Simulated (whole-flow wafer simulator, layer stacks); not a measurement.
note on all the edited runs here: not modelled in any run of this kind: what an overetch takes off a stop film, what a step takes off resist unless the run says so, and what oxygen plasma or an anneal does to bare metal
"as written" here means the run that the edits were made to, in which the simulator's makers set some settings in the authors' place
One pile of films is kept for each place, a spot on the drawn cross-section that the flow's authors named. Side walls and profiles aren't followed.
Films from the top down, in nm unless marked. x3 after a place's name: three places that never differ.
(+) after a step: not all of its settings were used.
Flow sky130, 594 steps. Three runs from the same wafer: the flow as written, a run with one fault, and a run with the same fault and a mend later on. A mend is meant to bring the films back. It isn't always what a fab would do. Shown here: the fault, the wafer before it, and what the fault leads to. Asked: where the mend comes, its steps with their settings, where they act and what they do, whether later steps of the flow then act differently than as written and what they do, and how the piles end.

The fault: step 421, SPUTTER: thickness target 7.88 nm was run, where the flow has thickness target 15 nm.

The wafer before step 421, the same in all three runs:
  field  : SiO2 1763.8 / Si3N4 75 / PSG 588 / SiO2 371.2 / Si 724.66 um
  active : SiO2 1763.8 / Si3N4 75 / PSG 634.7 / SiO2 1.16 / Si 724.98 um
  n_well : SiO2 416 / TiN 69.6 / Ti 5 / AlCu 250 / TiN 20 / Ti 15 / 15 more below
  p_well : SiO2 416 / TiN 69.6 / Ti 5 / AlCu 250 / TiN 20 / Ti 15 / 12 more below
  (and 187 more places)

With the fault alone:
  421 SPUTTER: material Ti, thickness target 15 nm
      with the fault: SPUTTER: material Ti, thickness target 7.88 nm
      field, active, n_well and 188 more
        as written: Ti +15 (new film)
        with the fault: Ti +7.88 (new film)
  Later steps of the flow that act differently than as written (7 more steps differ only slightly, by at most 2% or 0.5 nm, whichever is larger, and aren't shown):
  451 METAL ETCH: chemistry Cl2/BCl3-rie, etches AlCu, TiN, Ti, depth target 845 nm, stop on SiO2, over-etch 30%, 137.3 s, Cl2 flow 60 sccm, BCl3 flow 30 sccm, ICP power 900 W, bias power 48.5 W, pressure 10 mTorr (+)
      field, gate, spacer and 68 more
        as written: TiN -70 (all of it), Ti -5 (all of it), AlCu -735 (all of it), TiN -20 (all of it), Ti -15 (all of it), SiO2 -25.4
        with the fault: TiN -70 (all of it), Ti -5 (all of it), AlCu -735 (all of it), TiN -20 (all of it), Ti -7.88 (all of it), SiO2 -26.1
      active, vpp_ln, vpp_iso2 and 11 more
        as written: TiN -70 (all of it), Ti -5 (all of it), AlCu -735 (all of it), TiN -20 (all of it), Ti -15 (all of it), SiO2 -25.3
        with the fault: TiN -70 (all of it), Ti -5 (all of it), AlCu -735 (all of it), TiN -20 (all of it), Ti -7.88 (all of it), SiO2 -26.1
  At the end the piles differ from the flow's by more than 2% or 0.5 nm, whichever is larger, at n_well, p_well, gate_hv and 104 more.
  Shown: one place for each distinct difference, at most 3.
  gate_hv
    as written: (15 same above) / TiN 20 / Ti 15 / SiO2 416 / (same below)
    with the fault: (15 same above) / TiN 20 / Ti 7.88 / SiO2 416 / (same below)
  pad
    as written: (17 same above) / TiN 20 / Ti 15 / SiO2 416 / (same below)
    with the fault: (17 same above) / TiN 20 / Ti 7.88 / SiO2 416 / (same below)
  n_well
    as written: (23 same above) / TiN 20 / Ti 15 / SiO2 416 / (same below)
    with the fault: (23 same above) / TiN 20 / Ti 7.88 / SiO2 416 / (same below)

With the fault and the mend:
  The mend comes after step 421.
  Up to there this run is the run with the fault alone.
  421a SPUTTER: material Ti, thickness target 7.12 nm (the flow's step 421 once more, with other settings)
      field, active, n_well and 188 more
        Ti +7.12
  No later step of the flow acts differently than as written at any place that is followed.
  At the end the piles are the same as the flow's at every place that both follow.
